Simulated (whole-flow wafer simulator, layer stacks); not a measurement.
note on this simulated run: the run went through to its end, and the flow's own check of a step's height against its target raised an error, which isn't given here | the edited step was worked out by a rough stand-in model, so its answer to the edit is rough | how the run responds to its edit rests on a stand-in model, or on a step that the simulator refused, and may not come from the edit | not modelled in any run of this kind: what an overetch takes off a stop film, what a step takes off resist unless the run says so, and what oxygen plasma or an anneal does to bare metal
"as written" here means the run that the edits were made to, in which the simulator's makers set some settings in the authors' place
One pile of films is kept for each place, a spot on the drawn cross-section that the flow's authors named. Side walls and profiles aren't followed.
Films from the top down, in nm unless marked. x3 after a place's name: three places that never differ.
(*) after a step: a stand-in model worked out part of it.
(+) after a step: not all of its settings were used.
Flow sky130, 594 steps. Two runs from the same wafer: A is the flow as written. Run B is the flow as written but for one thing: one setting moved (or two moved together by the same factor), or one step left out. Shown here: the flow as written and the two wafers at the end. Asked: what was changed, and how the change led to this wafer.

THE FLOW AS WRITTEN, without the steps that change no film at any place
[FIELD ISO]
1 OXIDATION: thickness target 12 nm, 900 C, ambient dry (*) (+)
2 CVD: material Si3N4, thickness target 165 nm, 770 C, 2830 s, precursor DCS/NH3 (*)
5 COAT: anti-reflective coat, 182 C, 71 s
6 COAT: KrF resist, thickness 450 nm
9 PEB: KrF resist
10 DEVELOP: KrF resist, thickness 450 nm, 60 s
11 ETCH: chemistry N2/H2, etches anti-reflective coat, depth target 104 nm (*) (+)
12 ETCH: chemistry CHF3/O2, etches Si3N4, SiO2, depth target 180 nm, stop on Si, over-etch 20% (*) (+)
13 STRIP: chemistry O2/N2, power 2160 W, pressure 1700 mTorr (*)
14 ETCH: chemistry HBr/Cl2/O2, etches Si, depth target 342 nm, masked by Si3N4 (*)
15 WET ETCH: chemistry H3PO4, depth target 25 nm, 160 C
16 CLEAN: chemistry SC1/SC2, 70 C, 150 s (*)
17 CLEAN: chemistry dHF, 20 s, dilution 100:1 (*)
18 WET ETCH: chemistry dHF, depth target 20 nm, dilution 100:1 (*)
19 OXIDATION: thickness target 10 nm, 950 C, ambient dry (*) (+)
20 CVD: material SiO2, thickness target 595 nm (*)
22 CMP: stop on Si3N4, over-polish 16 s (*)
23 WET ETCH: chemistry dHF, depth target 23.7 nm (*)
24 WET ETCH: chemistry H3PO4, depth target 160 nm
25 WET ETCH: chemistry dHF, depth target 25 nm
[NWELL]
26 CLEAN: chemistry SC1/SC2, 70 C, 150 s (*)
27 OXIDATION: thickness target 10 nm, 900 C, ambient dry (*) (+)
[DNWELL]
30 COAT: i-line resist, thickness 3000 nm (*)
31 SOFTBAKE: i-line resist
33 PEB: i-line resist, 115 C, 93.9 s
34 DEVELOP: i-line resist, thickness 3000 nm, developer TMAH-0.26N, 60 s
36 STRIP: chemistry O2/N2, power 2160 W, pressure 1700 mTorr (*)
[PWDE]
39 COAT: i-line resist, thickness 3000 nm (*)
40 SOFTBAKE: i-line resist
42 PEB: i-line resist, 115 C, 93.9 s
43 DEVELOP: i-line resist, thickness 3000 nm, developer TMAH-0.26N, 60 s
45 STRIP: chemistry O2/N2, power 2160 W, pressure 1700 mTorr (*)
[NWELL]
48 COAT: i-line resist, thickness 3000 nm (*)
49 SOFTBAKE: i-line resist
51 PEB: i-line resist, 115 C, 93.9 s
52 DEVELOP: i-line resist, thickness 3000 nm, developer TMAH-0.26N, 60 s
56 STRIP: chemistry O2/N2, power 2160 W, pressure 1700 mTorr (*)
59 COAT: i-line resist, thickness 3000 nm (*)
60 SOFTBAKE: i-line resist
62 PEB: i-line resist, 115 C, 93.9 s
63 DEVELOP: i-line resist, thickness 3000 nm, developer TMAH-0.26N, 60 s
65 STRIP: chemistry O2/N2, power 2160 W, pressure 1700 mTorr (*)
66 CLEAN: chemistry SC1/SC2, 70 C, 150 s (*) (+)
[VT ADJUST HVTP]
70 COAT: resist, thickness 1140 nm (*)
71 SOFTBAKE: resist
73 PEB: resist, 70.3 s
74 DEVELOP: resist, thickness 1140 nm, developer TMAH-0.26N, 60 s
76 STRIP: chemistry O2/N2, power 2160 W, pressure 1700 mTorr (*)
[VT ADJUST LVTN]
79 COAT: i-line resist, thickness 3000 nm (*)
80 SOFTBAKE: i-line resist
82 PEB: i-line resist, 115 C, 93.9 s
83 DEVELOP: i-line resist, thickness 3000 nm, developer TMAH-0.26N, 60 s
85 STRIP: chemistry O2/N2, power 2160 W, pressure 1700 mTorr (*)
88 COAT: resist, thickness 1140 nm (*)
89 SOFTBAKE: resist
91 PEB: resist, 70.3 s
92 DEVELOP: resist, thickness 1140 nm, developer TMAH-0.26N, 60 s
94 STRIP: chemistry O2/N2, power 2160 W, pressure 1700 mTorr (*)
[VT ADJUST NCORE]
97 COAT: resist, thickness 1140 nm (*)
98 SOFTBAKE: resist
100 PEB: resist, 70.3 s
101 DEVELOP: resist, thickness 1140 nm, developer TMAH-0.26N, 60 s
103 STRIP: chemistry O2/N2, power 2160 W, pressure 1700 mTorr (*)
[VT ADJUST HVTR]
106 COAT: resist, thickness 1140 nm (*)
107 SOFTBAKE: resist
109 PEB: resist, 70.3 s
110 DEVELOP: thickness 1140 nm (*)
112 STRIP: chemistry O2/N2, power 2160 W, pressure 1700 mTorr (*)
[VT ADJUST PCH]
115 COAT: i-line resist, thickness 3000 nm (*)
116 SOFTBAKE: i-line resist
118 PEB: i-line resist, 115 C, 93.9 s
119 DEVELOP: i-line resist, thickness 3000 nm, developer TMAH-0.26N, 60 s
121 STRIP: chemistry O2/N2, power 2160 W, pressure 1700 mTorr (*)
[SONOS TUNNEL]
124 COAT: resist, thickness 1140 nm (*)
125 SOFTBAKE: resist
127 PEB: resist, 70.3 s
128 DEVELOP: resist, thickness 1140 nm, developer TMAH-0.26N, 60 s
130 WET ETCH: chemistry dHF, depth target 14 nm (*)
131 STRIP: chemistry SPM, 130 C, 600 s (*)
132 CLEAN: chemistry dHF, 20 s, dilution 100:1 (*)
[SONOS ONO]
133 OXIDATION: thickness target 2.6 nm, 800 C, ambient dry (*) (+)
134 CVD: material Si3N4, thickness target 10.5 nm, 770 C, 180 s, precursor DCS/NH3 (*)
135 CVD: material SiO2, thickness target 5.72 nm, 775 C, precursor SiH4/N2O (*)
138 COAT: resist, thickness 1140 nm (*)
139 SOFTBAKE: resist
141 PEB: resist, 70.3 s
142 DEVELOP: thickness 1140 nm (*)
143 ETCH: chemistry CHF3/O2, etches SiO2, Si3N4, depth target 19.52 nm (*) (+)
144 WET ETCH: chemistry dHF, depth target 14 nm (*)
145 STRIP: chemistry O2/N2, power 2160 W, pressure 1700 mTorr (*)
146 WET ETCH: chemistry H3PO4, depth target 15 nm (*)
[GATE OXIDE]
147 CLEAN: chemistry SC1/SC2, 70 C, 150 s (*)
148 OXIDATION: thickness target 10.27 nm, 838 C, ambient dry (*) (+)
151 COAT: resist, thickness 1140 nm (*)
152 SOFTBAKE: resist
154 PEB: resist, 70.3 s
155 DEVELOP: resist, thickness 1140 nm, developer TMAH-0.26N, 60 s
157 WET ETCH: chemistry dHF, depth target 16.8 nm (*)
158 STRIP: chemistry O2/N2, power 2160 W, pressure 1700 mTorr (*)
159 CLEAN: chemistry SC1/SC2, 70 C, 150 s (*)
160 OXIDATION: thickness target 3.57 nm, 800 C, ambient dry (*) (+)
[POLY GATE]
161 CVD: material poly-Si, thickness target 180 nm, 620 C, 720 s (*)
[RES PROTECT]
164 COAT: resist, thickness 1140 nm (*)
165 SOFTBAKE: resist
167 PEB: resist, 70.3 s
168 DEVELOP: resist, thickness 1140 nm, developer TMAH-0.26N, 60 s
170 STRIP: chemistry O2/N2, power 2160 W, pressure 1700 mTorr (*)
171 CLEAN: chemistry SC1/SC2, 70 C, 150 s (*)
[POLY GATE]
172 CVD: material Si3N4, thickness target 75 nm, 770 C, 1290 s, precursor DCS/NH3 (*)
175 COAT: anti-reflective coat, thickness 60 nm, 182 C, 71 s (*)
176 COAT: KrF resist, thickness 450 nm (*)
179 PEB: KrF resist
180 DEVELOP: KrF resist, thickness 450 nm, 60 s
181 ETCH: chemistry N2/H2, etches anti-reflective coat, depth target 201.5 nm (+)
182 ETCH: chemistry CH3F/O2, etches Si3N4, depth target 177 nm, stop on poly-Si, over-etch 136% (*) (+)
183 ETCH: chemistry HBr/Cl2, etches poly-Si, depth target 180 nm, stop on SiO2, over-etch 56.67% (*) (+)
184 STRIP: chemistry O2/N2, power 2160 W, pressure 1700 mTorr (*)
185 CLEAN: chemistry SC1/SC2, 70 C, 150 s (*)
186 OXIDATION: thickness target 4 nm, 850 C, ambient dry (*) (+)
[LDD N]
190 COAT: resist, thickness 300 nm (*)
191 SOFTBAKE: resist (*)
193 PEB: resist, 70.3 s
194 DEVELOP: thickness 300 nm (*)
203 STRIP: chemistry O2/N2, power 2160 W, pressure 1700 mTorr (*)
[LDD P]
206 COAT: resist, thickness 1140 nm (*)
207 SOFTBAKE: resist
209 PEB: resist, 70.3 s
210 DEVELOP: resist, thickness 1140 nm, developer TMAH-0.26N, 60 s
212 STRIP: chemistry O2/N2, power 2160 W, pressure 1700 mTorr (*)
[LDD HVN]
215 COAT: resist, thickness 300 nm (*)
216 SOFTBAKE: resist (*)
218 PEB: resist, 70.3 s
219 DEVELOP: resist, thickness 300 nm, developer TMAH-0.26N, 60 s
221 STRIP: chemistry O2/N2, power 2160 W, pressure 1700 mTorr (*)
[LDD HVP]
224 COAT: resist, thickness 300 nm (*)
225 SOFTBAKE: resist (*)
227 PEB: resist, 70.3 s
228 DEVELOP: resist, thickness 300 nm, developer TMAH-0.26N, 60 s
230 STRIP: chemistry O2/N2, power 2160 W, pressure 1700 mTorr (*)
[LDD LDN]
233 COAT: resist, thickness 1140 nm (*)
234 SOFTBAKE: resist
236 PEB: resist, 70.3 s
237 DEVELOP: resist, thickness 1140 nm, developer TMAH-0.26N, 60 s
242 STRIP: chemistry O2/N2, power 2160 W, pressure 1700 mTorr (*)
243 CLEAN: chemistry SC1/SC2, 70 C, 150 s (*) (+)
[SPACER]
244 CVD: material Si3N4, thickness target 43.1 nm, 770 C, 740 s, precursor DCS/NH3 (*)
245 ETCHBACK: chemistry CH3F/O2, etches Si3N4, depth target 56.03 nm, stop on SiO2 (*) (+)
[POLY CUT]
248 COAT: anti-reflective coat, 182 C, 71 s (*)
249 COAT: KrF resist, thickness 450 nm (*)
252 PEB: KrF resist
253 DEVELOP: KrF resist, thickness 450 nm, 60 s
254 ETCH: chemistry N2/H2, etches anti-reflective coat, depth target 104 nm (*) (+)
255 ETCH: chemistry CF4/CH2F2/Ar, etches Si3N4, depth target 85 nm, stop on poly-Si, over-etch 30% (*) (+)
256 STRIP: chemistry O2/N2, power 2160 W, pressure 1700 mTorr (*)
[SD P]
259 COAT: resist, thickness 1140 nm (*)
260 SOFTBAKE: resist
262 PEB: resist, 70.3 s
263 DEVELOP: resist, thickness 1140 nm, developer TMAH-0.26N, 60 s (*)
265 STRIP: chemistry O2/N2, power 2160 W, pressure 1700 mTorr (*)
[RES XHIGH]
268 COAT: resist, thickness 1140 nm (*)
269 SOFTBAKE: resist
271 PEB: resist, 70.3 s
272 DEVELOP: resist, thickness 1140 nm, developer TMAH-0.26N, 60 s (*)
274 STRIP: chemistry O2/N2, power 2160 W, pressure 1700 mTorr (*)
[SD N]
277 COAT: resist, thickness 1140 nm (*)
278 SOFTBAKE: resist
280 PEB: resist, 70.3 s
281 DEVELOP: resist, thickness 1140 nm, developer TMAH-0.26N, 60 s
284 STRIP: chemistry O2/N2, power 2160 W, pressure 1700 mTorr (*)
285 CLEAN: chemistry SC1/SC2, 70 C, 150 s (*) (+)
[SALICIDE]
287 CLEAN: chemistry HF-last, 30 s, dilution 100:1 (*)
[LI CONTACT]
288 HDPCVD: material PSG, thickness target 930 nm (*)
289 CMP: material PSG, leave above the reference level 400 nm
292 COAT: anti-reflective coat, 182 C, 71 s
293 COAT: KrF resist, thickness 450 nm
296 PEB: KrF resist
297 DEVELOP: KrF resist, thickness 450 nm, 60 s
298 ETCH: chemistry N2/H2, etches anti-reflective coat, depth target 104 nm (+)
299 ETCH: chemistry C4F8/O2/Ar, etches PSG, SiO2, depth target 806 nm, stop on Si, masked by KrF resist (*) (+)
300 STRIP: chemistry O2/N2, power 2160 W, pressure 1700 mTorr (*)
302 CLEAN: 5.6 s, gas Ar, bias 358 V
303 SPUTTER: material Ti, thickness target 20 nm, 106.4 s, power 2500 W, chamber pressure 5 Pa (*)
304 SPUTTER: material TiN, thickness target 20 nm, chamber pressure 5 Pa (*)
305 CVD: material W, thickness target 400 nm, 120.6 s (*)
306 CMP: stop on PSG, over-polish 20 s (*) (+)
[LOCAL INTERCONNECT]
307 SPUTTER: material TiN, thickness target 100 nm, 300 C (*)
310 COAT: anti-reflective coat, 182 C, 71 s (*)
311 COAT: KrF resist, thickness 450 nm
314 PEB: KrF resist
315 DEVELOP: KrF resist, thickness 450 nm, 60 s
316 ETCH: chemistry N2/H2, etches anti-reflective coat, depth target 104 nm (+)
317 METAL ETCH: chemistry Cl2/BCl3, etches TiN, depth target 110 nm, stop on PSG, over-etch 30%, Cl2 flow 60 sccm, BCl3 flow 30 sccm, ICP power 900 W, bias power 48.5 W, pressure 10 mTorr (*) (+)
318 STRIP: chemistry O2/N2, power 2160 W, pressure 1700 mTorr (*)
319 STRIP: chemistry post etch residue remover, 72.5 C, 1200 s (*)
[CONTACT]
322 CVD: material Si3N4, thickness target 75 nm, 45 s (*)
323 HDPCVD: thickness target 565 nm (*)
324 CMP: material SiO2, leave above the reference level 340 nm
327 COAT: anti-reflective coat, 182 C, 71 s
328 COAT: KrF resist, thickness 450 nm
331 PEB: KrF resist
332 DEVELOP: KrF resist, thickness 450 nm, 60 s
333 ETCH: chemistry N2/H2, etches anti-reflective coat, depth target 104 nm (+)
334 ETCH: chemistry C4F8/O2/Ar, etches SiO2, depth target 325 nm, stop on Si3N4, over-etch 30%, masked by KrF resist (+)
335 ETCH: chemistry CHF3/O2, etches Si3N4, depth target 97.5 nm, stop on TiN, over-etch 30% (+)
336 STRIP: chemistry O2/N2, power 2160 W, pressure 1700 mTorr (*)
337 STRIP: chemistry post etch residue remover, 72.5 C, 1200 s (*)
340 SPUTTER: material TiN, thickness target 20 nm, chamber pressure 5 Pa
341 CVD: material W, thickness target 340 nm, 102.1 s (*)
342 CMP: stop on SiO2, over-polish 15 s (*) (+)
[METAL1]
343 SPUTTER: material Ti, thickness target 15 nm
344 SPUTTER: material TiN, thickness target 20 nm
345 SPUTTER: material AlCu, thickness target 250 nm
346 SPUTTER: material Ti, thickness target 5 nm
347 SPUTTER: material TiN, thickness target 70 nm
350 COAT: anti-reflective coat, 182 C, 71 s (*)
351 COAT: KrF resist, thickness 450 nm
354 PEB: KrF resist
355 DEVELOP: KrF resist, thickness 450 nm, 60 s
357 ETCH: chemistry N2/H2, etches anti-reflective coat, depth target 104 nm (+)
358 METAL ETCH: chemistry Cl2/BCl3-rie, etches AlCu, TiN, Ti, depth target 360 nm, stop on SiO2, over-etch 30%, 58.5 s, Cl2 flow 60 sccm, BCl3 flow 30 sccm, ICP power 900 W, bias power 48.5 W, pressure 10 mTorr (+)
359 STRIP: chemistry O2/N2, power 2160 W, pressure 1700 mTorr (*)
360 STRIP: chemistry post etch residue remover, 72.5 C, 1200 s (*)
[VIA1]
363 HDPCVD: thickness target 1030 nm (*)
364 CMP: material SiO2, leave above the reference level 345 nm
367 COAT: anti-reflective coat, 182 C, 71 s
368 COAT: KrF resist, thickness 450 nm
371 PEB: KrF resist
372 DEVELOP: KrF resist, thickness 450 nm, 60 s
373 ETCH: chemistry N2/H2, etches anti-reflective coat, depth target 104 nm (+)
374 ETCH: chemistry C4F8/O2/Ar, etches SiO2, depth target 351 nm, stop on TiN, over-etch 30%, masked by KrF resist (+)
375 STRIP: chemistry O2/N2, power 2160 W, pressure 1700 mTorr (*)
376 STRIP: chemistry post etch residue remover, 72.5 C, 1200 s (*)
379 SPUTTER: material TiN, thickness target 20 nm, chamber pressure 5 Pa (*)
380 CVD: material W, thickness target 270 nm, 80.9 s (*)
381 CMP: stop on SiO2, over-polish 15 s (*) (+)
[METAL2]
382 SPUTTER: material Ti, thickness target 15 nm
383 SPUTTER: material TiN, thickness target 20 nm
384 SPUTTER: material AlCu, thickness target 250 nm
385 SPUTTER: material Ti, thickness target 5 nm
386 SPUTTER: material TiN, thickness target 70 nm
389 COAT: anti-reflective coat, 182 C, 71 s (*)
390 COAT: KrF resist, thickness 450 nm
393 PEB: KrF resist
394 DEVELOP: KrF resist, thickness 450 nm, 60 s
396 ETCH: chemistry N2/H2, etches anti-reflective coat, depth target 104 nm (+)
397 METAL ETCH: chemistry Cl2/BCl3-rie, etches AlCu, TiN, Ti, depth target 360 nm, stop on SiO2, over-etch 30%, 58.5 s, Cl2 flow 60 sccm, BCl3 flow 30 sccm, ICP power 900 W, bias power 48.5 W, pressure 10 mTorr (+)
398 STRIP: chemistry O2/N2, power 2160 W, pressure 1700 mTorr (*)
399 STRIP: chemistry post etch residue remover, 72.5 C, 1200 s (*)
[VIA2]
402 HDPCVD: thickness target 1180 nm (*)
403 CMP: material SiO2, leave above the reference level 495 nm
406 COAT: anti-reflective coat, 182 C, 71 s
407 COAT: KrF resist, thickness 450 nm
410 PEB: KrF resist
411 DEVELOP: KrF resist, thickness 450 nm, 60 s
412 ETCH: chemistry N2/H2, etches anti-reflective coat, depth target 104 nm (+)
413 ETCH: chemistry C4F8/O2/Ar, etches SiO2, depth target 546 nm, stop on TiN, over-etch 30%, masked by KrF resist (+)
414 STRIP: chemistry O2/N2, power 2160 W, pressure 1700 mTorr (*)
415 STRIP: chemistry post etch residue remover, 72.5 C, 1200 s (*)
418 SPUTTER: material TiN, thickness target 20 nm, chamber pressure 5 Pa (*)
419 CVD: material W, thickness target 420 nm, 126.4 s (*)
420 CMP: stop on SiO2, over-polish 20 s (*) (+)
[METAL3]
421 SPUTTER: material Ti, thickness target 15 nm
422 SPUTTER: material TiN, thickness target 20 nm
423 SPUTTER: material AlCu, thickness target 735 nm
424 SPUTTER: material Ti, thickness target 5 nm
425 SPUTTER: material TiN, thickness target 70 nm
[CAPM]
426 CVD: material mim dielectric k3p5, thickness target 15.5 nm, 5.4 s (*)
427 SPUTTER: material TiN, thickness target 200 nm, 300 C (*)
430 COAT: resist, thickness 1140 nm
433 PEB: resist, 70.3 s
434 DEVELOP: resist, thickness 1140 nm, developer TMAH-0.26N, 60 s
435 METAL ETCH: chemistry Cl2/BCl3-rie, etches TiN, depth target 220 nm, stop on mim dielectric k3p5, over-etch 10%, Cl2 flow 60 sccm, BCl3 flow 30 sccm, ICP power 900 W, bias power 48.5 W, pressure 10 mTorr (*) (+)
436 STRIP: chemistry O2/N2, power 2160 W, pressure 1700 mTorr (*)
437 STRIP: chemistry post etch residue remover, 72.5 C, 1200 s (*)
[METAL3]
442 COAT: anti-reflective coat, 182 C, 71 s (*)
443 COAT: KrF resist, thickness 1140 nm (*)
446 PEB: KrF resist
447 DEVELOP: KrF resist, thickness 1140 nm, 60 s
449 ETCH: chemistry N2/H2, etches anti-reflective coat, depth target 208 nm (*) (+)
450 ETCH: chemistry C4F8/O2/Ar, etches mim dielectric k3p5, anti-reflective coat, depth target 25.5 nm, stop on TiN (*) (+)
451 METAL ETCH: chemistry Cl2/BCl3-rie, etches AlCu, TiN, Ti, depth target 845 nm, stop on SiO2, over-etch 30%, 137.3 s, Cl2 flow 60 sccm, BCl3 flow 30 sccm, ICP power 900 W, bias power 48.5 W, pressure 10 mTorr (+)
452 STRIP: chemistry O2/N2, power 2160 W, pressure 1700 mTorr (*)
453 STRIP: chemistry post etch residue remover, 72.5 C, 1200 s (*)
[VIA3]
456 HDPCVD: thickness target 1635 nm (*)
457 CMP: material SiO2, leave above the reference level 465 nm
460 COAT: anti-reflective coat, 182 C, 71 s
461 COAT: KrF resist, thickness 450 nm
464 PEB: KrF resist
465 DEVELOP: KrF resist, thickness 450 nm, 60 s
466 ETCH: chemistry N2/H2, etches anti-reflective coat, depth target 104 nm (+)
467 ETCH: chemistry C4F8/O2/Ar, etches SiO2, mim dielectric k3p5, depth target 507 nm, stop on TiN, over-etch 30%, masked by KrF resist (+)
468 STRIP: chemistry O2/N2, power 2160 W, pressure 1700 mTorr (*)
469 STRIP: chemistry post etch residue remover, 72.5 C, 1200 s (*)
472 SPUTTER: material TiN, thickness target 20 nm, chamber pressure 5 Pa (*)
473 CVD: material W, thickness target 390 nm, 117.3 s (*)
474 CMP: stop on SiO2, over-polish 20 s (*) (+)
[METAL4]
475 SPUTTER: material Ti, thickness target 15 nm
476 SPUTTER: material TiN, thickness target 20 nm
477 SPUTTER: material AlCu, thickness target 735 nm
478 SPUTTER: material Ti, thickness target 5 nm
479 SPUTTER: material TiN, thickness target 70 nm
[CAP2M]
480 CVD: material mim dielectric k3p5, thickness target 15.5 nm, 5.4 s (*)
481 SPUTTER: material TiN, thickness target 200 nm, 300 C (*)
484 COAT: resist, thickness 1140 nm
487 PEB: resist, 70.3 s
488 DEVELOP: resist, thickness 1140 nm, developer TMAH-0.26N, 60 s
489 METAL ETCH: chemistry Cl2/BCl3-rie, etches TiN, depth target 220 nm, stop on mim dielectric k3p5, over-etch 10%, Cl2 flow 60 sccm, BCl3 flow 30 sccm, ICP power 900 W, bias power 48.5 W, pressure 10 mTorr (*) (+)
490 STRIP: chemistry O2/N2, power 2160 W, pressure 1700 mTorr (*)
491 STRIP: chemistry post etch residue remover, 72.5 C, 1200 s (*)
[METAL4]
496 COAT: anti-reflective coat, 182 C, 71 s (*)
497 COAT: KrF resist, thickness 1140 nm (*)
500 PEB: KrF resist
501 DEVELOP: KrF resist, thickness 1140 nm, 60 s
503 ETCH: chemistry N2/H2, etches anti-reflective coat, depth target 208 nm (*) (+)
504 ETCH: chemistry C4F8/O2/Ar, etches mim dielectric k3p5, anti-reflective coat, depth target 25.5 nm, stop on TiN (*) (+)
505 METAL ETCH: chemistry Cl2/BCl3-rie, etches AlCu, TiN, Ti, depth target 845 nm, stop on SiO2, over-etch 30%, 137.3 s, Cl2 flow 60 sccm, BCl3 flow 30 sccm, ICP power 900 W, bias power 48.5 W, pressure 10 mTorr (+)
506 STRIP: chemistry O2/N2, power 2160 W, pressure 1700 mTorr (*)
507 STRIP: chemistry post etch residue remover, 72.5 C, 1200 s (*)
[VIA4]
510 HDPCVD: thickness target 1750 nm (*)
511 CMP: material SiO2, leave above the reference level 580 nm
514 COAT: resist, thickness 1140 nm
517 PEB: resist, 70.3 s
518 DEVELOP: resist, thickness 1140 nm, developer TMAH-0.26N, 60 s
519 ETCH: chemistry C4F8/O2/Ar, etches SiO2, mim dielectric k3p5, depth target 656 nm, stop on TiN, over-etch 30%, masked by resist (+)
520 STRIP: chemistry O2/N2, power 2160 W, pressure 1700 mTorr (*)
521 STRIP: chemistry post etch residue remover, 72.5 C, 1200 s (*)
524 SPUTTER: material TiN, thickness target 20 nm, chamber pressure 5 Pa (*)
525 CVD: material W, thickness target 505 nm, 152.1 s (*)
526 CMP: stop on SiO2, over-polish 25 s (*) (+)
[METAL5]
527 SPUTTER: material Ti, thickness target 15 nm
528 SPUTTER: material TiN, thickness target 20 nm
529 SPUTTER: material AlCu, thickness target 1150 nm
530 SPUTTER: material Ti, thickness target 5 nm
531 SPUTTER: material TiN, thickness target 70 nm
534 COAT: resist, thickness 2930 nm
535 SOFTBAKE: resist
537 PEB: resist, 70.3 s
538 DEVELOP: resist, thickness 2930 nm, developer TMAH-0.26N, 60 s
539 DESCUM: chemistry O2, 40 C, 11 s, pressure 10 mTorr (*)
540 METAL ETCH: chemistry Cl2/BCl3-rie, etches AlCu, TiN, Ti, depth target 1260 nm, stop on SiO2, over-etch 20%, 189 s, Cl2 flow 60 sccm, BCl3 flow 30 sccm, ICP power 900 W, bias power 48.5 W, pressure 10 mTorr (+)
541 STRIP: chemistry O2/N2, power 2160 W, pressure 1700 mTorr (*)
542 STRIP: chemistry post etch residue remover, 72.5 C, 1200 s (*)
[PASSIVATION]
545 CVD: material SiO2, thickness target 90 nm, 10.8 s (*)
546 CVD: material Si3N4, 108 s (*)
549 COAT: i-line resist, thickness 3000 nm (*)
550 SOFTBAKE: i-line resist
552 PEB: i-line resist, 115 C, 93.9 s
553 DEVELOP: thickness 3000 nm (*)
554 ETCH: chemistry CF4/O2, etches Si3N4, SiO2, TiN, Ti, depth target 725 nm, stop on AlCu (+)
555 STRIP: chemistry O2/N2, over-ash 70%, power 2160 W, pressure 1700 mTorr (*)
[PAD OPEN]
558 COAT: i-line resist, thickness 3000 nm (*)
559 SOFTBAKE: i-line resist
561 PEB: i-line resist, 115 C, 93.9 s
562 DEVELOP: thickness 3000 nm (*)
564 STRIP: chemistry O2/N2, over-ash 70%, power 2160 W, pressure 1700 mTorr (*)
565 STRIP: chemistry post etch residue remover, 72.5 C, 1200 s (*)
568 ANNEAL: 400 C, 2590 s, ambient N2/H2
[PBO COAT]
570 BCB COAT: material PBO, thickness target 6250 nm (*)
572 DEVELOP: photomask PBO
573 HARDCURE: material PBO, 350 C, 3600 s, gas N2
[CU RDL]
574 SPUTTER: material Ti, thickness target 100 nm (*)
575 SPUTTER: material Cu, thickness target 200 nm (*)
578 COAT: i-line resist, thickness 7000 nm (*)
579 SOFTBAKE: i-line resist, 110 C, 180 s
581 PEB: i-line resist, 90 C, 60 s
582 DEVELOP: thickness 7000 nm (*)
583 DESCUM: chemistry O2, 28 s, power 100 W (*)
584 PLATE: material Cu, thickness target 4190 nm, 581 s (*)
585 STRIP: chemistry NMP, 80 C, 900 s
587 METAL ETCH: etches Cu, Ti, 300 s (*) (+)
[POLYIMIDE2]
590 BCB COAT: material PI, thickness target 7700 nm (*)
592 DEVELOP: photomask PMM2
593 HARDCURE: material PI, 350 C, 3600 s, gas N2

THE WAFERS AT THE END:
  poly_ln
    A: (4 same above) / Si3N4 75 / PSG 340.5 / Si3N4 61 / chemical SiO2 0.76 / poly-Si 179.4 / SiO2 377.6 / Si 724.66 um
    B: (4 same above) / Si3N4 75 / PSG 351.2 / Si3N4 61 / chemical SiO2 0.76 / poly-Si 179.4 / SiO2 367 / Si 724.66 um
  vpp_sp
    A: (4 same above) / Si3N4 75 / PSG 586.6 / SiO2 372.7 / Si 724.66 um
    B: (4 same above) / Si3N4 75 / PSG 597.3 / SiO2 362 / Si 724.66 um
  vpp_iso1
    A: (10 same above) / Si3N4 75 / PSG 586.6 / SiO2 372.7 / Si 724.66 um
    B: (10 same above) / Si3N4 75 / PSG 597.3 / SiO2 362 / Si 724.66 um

The cause: step 23, WET ETCH: depth target 34.4 nm was run, where the flow has depth target 23.7 nm.

How the change led to this, step by step:
  23 WET ETCH: chemistry dHF, depth target 23.7 nm (*)
      active, n_well, p_well and 100 more: A Si3N4 -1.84 | B Si3N4 -2.63
      field, mim, iso_guard and 84 more: A SiO2 -23.7 | B SiO2 -34.4
  31 SOFTBAKE: i-line resist
      active: A i-line resist +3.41 | B i-line resist +2.88
      spacer: A i-line resist +3.52 | B i-line resist +2.97
      (and at 76 more places)
  40 SOFTBAKE: i-line resist
      active: A i-line resist +3.41 | B i-line resist +2.88
      spacer: A i-line resist +3.52 | B i-line resist +2.97
      (and at 76 more places)
  49 SOFTBAKE: i-line resist
      active: A i-line resist +3.41 | B i-line resist +2.88
      spacer: A i-line resist +3.52 | B i-line resist +2.97
      (and at 76 more places)
  60 SOFTBAKE: i-line resist
      active: A i-line resist +3.41 | B i-line resist +2.88
      spacer: A i-line resist +3.52 | B i-line resist +2.97
      (and at 76 more places)
  71 SOFTBAKE: resist
      drift_dnw_fp: A resist -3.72 | B resist -3.19
      gate_hv_pwblk: A resist +4.5 | B resist +3.83
      (and at 8 more places)
  80 SOFTBAKE: i-line resist
      active: A i-line resist +3.4 | B i-line resist +2.87
      spacer: A i-line resist +3.5 | B i-line resist +2.96
      (and at 78 more places)
  89 SOFTBAKE: resist
      drift_dnw_fp: A resist -3.72 | B resist -3.19
      gate_hv_pwblk: A resist +4.5 | B resist +3.83
      (and at 8 more places)
  98 SOFTBAKE: resist
      drift_dnw_fp: A resist -3.72 | B resist -3.19
      gate_hv_pwblk: A resist +4.5 | B resist +3.83
      (and at 8 more places)
  107 SOFTBAKE: resist
      drift_dnw_fp: A resist -3.72 | B resist -3.19
      gate_hv_pwblk: A resist +4.5 | B resist +3.83
      (and at 8 more places)
  116 SOFTBAKE: i-line resist
      active: A i-line resist +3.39 | B i-line resist +2.86
      spacer: A i-line resist +3.5 | B i-line resist +2.96
      (and at 78 more places)
  125 SOFTBAKE: resist
      drift_dnw_fp: A resist -3.72 | B resist -3.19
      gate_hv_pwblk: A resist +4.5 | B resist +3.83
      (and at 8 more places)
  139 SOFTBAKE: resist
      drift_dnw_fp: A resist -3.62 | B resist -3.1
      gate_hv_pwblk: A resist +4.44 | B resist +3.77
      (and at 8 more places)
  152 SOFTBAKE: resist
      drift_dnw_fp: A resist -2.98 | B resist -2.45
      gate_hv_pwblk: A resist +3.56 | B resist +2.89
      (and at 8 more places)
  161 CVD: material poly-Si, thickness target 180 nm, 620 C, 720 s (*)
      ndiff_dn: A poly-Si +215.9 (new film) | B poly-Si +205.2 (new film)
  165 SOFTBAKE: resist
      gate_hv_pwblk: A resist +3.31 | B resist +2.63
      npn11_ring: A resist +2.13 | B resist +1.62
      (and at 5 more places)
  ... 23 more steps ...
  306 CMP: stop on PSG, over-polish 20 s (*) (+)
      poly_licon: A W -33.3 | B W -22.7
